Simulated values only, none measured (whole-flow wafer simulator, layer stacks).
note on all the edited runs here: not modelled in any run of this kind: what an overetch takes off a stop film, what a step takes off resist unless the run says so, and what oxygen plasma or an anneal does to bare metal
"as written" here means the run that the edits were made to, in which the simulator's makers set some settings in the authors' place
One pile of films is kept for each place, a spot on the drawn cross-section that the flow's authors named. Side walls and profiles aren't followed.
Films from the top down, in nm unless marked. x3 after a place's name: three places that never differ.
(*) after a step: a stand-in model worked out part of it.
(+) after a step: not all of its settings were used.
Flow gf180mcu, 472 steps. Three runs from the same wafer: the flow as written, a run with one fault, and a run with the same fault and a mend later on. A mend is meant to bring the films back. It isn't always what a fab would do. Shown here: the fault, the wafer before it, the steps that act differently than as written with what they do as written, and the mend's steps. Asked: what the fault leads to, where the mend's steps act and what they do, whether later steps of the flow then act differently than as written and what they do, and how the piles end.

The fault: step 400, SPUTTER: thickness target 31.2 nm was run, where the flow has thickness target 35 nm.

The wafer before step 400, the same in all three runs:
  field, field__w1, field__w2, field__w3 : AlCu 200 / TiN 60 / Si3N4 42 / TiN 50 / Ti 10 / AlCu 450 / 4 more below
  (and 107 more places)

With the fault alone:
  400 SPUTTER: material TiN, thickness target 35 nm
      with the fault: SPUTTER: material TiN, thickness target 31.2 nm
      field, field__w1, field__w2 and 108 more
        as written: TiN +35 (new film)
        with the fault: TiN +31.2 (new film)
  Later steps of the flow that act differently than as written (10 more steps differ only slightly, by at most 2% or 0.5 nm, whichever is larger, and aren't shown):
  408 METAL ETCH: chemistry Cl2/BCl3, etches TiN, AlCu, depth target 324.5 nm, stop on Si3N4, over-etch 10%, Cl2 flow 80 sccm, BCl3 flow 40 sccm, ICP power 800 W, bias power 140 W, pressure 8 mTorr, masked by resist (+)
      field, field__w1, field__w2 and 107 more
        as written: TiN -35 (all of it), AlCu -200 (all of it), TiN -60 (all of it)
        with the fault: TiN -31.2 (all of it), AlCu -200 (all of it), TiN -60 (all of it)
  At the end the piles differ from the flow's by more than 2% or 0.5 nm, whichever is larger, at mim.
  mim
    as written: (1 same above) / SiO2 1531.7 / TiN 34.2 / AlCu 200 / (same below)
    with the fault: (1 same above) / SiO2 1531.7 / TiN 30.4 / AlCu 200 / (same below)

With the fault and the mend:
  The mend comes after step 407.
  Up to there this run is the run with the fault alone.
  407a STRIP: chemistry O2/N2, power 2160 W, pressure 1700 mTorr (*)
      mim
        resist -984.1 (all of it)
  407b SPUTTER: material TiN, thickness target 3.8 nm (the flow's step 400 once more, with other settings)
      field, field__w1, field__w2 and 108 more
        TiN +3.8
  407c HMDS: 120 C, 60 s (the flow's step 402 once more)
      changes no film at any place that is followed
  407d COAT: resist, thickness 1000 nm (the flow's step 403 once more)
      field, field__w1, field__w2 and 108 more
        resist +1000 (new film)
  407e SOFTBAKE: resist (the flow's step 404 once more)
      changes no film at any place that is followed
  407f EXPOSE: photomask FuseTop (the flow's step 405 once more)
      changes no film at any place that is followed
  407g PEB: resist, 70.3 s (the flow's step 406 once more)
      field, field__w1, field__w2 and 108 more
        resist -15.9
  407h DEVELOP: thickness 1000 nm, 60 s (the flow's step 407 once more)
      field, field__w1, field__w2 and 107 more
        resist -984.1 (all of it)
  No later step of the flow acts differently than as written at any place that is followed.
  At the end the piles are the same as the flow's at every place that both follow.
